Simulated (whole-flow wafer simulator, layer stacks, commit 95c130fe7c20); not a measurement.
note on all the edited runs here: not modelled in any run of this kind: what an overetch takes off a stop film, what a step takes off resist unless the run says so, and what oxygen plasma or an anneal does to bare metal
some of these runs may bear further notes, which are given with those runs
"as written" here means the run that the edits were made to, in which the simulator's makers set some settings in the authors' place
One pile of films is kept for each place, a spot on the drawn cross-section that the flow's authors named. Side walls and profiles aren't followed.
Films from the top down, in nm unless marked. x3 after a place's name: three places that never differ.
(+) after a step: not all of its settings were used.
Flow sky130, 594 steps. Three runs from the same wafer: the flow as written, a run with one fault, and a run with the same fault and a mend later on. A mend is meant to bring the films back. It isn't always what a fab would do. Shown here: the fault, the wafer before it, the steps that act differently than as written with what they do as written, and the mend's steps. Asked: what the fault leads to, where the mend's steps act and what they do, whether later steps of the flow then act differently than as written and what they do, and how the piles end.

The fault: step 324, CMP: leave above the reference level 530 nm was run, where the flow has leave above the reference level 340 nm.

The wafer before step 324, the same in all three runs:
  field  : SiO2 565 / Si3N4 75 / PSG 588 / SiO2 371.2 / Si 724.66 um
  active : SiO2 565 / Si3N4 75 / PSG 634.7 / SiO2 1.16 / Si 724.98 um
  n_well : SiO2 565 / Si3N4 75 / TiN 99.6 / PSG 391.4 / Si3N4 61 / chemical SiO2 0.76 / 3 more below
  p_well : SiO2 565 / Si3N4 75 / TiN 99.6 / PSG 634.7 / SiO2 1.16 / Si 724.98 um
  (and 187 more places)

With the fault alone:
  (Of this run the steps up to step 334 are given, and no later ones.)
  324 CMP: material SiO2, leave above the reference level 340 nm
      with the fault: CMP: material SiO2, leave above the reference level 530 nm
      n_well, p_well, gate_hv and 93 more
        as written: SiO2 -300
        with the fault: SiO2 -110
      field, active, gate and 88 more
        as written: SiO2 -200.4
        with the fault: SiO2 -10.4
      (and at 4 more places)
  Later steps of the flow that act differently than as written:
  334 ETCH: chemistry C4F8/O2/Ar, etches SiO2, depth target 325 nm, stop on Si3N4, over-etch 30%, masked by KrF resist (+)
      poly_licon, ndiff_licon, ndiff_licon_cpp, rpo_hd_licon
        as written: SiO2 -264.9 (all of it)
        with the fault: SiO2 -325
  After step 334 the piles differ from the flow's by more than 2% or 0.5 nm, whichever is larger, at field, active, n_well and 188 more.
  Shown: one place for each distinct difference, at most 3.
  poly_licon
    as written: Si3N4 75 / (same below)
    with the fault: SiO2 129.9 / Si3N4 75 / (same below)
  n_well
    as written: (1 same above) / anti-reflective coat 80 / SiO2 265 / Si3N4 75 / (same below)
    with the fault: (1 same above) / anti-reflective coat 80 / SiO2 455 / Si3N4 75 / (same below)
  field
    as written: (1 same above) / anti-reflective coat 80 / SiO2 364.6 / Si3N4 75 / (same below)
    with the fault: (1 same above) / anti-reflective coat 80 / SiO2 554.6 / Si3N4 75 / (same below)

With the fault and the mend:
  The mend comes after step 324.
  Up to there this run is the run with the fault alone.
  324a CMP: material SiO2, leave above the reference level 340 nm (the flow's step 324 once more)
      field, active, n_well and 188 more
        SiO2 -190
  No later step of the flow acts differently than as written at any place that is followed.
  At the end the piles are the same as the flow's at every place that both follow.
